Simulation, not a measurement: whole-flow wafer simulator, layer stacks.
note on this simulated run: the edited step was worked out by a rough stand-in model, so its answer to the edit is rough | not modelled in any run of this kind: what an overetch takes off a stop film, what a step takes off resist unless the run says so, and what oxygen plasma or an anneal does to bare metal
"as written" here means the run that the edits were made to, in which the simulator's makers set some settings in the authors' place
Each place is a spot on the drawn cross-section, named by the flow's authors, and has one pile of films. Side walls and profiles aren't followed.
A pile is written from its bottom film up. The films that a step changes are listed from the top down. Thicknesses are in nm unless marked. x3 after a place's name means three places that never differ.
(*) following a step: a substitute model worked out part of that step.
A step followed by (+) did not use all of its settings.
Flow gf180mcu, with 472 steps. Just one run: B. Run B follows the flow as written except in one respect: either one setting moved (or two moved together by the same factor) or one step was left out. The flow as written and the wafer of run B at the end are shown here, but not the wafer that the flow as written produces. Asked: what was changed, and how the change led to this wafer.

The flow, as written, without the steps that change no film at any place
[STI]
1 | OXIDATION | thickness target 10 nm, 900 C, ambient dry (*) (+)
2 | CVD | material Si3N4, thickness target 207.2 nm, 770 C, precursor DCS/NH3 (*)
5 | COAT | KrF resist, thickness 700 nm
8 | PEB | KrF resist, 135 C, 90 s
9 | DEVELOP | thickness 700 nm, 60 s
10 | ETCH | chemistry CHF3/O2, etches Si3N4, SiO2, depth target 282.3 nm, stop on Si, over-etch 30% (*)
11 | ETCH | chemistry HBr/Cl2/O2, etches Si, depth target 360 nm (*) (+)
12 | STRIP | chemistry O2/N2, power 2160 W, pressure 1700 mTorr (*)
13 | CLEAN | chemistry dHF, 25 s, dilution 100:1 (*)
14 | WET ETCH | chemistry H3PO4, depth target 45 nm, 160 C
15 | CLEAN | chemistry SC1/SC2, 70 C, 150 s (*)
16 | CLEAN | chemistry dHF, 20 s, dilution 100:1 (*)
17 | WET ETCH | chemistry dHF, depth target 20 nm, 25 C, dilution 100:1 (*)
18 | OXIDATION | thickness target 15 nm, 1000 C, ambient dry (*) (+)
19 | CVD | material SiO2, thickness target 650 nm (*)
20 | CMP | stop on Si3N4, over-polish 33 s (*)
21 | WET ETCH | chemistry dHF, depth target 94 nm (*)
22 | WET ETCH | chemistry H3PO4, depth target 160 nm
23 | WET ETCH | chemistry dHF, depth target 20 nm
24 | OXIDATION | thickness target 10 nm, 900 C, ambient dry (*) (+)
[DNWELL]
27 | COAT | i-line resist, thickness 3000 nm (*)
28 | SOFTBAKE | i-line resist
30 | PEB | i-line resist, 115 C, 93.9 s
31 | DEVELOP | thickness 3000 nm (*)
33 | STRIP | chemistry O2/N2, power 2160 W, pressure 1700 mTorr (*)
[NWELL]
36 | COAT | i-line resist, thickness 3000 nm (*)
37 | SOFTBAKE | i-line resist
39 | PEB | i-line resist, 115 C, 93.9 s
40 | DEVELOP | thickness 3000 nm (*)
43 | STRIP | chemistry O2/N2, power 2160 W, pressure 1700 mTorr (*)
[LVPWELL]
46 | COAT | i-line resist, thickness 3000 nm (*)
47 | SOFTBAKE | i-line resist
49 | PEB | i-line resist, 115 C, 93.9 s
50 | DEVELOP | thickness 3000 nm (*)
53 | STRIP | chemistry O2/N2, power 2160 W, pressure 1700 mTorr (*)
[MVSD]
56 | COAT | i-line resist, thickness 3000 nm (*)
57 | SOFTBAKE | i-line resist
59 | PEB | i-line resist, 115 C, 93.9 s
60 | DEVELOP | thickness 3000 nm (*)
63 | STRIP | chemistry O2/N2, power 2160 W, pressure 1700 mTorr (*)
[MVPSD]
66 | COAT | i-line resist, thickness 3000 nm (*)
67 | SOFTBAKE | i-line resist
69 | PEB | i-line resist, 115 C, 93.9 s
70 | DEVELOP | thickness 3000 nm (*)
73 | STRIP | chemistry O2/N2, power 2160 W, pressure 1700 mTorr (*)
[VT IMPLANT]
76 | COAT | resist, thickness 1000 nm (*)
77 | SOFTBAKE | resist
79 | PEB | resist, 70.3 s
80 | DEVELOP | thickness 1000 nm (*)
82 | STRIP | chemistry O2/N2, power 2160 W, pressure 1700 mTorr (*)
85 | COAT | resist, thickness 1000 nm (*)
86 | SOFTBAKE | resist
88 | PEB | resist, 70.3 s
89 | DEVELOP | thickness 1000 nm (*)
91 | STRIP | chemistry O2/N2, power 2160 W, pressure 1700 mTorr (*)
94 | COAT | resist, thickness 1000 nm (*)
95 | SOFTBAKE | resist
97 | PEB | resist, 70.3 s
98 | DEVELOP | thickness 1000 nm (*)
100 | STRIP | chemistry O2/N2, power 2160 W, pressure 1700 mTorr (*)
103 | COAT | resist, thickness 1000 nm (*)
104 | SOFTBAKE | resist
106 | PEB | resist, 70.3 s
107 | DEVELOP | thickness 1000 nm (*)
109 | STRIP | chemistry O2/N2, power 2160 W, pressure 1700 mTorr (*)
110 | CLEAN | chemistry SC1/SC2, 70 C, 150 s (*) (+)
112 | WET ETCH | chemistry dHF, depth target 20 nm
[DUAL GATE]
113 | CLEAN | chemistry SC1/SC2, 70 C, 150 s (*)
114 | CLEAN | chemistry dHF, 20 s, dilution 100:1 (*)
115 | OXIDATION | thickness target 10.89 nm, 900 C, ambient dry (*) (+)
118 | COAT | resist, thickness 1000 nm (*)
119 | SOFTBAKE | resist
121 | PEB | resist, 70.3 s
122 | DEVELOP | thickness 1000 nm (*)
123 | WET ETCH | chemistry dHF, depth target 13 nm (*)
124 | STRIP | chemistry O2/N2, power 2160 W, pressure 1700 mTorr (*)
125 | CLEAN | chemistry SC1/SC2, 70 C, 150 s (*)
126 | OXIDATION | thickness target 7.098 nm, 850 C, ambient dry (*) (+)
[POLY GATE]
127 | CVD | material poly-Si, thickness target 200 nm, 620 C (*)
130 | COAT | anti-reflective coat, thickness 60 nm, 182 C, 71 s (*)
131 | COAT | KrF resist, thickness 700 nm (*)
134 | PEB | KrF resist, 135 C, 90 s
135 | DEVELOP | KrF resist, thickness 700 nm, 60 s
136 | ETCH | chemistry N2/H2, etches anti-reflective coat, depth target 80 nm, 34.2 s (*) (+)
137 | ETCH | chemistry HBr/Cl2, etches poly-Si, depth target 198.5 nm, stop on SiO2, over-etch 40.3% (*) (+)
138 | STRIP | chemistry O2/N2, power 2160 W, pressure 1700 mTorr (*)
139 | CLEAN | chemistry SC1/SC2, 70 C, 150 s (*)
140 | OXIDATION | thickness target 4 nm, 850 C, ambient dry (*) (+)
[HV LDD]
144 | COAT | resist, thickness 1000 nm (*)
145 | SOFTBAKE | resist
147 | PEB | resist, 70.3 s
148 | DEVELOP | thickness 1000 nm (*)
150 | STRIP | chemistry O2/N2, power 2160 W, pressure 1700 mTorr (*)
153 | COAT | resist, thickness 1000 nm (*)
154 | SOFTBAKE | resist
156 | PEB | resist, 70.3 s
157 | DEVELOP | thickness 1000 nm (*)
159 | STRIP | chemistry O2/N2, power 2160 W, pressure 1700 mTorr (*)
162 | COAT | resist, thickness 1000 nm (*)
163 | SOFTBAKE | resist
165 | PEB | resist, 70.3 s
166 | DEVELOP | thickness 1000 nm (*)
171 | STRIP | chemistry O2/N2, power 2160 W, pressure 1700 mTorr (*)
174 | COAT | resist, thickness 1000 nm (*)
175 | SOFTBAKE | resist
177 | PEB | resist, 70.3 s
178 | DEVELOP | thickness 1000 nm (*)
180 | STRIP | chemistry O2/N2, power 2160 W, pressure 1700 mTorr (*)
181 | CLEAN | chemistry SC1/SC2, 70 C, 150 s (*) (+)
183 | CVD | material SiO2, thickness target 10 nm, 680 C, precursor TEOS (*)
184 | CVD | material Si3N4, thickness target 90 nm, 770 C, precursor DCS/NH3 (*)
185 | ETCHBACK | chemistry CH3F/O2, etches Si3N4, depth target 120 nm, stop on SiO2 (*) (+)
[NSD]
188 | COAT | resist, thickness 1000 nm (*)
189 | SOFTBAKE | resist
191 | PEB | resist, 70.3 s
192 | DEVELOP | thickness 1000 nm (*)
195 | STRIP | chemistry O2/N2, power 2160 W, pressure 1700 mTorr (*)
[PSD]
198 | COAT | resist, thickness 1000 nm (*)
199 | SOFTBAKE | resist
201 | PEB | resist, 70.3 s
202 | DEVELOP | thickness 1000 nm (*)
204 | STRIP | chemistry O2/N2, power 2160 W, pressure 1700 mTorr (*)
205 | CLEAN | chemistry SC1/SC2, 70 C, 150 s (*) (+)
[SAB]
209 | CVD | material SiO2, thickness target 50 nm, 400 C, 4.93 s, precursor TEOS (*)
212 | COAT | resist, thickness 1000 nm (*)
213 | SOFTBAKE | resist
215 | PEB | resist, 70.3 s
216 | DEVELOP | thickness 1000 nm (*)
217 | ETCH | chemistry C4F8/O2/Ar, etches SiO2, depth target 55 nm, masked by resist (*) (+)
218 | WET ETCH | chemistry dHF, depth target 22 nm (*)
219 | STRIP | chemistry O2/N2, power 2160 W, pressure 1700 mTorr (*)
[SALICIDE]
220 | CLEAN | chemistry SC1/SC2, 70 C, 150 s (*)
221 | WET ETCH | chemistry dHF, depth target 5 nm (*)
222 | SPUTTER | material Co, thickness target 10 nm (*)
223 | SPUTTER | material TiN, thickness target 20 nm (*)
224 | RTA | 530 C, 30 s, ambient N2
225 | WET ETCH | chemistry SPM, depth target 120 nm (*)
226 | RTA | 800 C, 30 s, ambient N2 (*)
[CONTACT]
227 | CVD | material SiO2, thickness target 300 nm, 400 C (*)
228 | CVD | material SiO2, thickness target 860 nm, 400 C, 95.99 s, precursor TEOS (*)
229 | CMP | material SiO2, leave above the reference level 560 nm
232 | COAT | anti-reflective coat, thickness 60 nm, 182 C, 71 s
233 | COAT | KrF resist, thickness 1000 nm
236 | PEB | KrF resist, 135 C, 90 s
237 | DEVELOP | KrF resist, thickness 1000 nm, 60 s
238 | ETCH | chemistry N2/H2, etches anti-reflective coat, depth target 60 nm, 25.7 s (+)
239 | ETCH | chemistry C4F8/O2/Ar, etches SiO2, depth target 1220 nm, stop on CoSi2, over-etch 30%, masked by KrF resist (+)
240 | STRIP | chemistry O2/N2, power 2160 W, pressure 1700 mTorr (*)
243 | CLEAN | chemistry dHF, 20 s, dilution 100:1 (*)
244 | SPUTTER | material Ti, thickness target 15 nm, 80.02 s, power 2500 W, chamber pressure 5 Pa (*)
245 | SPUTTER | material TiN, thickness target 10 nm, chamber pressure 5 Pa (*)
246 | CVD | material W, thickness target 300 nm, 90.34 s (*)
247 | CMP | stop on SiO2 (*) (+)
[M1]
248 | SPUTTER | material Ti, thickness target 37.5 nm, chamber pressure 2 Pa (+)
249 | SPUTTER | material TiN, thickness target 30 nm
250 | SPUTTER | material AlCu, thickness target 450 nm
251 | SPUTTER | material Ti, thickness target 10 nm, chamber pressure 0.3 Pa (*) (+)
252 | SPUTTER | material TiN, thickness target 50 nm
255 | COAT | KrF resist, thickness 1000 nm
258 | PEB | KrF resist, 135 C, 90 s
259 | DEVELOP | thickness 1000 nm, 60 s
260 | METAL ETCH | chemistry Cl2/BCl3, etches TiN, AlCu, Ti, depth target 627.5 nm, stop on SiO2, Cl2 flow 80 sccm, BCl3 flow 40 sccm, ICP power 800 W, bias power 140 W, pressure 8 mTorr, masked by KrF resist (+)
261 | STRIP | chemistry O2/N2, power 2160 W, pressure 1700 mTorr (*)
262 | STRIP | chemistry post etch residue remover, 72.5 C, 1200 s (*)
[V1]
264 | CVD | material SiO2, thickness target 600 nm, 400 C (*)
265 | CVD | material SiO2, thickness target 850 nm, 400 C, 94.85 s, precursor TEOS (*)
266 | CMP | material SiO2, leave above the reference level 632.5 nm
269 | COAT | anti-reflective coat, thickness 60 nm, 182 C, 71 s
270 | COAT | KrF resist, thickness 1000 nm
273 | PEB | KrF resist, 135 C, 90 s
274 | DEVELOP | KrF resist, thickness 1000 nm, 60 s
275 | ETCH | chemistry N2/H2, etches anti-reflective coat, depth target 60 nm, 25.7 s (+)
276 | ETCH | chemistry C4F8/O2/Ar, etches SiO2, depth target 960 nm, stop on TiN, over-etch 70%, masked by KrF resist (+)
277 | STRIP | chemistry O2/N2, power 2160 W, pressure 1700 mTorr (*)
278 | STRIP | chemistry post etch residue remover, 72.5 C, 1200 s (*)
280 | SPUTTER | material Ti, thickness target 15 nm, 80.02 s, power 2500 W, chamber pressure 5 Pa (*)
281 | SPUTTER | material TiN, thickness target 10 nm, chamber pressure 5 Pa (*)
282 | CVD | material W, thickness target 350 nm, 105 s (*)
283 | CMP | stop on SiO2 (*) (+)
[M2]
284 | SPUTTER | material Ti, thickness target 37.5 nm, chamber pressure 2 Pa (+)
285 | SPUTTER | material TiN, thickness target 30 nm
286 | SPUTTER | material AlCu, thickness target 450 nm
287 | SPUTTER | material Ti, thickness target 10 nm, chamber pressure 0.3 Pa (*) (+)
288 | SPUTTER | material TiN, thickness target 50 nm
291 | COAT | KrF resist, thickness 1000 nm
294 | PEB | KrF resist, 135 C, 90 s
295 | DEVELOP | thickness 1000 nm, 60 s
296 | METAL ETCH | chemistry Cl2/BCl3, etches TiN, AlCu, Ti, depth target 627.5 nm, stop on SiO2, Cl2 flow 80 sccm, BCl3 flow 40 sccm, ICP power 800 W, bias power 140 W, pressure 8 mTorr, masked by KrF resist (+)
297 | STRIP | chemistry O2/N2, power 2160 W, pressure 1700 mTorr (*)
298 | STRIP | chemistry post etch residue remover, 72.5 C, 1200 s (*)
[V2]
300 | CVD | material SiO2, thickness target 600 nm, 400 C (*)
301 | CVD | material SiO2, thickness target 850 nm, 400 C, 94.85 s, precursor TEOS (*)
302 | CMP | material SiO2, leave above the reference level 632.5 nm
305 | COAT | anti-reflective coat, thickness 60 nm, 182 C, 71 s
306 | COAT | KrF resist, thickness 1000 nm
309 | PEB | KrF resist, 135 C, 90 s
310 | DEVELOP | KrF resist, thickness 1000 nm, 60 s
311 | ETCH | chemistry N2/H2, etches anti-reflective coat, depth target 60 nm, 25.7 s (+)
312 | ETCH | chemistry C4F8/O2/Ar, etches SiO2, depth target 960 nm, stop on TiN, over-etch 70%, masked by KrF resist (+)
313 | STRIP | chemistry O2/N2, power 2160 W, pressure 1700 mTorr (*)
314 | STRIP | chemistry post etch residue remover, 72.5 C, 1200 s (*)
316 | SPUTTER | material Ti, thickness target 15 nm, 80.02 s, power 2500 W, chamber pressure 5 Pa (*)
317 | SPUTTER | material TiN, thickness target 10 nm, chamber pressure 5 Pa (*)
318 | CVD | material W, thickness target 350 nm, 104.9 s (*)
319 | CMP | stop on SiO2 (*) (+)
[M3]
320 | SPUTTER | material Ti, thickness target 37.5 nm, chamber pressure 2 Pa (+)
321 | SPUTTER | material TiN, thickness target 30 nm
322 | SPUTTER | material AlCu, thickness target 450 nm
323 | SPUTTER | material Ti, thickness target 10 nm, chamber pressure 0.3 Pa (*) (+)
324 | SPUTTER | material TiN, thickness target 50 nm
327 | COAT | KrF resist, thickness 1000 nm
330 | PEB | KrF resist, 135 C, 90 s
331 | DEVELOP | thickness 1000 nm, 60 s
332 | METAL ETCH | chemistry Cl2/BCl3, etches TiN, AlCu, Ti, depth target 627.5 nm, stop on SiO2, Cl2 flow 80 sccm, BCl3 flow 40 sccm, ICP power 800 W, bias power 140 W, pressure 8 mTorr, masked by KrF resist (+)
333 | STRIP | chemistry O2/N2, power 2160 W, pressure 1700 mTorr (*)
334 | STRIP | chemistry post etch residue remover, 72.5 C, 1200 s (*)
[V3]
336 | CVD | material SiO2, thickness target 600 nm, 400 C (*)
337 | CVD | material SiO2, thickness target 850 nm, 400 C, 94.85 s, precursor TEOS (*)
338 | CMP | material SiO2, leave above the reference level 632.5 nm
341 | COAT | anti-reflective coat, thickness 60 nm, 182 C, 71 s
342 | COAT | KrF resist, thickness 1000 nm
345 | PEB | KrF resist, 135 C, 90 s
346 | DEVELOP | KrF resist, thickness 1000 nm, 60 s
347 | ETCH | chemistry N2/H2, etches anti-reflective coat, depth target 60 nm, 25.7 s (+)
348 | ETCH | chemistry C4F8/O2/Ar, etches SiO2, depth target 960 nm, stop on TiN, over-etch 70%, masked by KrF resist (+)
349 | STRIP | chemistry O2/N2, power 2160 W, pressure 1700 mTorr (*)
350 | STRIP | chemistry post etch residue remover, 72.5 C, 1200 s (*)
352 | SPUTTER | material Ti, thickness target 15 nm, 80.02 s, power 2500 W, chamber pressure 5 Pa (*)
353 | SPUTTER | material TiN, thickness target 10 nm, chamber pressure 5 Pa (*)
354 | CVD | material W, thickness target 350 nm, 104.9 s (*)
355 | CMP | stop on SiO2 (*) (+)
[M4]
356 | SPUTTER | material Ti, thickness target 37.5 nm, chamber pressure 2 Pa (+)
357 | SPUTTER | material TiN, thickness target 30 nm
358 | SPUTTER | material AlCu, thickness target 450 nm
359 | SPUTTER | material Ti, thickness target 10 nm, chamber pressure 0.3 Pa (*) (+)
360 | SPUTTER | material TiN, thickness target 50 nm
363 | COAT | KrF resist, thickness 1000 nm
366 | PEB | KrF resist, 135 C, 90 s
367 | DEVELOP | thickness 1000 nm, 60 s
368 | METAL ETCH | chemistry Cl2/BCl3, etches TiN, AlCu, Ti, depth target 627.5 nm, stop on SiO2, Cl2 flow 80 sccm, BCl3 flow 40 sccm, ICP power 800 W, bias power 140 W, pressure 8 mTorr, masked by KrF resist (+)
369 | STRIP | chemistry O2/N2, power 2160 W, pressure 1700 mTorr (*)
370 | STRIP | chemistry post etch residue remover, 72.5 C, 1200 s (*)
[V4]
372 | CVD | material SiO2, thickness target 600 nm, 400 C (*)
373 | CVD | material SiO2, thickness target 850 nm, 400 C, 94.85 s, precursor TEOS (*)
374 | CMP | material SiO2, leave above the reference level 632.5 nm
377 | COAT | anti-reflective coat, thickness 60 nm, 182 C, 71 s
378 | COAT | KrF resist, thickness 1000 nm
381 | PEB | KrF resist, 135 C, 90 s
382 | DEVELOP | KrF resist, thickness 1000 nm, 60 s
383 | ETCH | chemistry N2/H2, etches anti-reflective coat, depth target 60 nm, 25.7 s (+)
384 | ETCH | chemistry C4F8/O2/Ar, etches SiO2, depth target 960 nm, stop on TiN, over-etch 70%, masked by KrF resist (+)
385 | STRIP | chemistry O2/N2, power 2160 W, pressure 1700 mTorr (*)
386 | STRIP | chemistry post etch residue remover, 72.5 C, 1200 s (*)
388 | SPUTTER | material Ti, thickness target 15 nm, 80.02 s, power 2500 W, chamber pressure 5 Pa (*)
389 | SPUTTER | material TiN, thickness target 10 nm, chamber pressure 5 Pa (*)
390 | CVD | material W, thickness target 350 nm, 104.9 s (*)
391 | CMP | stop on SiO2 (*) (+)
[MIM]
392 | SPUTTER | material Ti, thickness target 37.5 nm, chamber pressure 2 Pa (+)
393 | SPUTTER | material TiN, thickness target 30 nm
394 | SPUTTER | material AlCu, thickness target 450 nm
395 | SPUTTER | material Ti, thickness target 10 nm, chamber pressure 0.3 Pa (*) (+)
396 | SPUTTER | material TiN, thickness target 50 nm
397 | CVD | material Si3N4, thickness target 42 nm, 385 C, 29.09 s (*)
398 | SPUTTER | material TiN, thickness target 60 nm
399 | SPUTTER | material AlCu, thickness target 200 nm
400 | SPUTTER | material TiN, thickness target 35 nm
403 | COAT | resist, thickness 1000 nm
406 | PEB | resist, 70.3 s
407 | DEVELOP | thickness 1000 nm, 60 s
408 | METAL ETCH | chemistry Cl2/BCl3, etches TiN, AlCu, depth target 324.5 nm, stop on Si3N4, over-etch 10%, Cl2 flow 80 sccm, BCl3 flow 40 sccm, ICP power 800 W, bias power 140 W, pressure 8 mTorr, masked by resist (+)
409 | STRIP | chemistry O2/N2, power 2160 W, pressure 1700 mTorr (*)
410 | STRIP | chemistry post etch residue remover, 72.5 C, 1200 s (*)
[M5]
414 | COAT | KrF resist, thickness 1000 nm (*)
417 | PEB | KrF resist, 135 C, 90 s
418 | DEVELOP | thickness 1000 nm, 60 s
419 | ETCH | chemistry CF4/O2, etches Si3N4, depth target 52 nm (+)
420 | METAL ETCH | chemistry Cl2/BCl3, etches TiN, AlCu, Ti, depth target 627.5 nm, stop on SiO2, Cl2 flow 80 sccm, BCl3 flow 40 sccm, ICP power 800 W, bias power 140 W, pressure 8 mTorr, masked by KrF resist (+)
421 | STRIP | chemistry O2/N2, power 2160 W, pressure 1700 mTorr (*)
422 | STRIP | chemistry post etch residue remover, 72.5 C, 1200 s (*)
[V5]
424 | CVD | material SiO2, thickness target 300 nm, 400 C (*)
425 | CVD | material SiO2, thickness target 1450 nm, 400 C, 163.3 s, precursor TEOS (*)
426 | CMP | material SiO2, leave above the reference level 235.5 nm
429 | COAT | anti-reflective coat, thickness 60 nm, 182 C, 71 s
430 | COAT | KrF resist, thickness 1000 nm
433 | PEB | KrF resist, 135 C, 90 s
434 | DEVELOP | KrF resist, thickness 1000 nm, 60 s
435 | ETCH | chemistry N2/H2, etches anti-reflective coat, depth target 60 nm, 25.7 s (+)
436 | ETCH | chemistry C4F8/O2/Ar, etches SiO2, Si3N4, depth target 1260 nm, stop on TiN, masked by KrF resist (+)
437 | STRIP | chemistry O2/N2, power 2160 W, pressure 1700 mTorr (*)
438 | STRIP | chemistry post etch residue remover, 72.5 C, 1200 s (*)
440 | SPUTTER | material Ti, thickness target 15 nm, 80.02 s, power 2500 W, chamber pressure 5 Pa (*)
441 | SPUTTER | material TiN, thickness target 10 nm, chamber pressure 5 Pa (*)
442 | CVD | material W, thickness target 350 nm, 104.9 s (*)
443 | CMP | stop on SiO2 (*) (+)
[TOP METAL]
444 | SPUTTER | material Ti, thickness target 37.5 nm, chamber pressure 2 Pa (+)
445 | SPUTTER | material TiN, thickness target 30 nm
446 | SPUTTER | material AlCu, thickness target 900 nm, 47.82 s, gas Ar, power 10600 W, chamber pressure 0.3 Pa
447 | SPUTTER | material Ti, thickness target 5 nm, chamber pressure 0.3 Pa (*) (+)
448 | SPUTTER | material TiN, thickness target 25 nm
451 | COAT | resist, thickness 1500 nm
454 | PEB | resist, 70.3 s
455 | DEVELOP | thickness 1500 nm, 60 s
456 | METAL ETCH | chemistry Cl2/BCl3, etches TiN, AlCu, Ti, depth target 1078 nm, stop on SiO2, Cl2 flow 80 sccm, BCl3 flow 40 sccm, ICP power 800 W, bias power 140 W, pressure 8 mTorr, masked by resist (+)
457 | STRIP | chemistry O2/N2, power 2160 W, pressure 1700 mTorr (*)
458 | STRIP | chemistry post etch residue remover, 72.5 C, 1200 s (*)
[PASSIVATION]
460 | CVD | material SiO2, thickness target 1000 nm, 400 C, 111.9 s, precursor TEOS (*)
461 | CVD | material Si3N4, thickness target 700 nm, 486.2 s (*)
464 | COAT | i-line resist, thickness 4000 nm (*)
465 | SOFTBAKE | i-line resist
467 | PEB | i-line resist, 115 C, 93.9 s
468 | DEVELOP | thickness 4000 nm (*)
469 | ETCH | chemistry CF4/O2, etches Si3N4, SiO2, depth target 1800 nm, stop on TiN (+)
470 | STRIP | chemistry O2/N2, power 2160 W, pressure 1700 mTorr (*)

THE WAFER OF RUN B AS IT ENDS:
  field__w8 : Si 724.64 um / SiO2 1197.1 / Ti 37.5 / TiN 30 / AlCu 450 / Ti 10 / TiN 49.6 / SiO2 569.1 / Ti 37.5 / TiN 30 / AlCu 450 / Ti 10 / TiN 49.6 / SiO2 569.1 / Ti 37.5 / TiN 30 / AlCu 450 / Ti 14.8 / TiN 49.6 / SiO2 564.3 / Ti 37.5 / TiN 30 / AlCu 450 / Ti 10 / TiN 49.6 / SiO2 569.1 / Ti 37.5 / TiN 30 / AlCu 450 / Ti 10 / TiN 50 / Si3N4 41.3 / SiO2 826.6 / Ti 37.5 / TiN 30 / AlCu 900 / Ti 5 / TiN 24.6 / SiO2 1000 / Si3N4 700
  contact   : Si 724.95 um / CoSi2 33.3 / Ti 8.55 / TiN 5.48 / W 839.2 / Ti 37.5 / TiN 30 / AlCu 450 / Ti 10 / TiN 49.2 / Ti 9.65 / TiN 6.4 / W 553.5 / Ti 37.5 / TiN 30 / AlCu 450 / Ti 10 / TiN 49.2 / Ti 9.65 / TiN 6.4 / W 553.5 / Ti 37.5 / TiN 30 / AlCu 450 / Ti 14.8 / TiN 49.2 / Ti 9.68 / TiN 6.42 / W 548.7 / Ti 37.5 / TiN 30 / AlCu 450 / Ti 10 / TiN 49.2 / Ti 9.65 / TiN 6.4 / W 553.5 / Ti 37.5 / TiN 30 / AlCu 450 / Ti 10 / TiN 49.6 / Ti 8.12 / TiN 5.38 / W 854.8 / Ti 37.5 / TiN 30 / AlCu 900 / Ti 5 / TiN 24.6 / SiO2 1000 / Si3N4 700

The reason: step 323, SPUTTER: thickness target 14.8 nm was run, while the flow as written has thickness target 10 nm.
The wafer itself shows it: field__w8 has Ti 14.8, and step 323 as written asks for 10 nm.

The path from the change to this, step by step:
  323 | SPUTTER | material Ti, thickness target 10 nm, chamber pressure 0.3 Pa (*) (+)
      field, field__w1, field__w2 and 108 more: +14.8 Ti (new film) (it would be, as written: +10 Ti (new film))
  332 | METAL ETCH | chemistry Cl2/BCl3, etches TiN, AlCu, Ti, depth target 627.5 nm, stop on SiO2, Cl2 flow 80 sccm, BCl3 flow 40 sccm, ICP power 800 W, bias power 140 W, pressure 8 mTorr, masked by KrF resist (+)
      field, field__w1, field__w2 and 103 more: -50 TiN (all of it), -14.8 Ti (all of it), -450 AlCu (all of it), -30 TiN (all of it), -37.5 Ti (all of it) (it would be, as written: -50 TiN (all of it), -10 Ti (all of it), -450 AlCu (all of it), -30 TiN (all of it), -37.5 Ti (all of it))
